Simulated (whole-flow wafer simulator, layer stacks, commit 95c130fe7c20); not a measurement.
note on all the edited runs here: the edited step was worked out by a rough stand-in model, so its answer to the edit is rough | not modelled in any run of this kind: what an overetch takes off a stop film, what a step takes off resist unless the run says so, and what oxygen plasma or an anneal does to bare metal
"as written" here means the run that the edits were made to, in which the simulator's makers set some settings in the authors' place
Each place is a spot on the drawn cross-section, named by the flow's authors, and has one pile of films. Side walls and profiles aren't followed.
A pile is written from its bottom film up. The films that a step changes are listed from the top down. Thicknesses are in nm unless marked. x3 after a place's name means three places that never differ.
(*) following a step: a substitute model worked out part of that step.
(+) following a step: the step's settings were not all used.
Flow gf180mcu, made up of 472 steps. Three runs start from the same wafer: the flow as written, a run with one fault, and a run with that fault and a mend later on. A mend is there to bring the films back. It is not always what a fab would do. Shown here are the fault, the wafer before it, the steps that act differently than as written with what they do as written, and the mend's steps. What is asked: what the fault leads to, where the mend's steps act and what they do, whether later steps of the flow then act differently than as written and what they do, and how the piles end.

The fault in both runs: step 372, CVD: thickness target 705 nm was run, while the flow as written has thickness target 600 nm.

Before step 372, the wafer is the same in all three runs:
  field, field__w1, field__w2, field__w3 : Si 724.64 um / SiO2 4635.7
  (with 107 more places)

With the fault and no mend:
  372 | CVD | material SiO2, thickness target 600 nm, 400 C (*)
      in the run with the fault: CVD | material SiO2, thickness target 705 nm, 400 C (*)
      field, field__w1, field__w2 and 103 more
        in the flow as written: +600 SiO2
        in the run with the fault: +705 SiO2
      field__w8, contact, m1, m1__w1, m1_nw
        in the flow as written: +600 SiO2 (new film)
        in the run with the fault: +705 SiO2 (new film)
  Later steps of the flow acting differently than as written:
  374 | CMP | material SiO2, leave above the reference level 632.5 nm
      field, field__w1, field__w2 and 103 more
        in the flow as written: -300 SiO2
        in the run with the fault: -405 SiO2
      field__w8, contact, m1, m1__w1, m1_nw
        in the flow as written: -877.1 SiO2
        in the run with the fault: -982.1 SiO2
  The piles end the same as the flow's at every place that both follow.

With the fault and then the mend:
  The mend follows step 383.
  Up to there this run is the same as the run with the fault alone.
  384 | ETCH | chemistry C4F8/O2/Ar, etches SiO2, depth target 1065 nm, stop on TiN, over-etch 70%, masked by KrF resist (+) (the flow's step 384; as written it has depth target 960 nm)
      field, field__w1, field__w2 and 107 more
        -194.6 KrF resist
      contact
        -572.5 SiO2 (all of it)
  Every later step of the flow that is run acts as written, at every place that is followed, to within 2% or 0.5 nm, whichever is larger.
  The piles end the same as the flow's at every place that both follow.
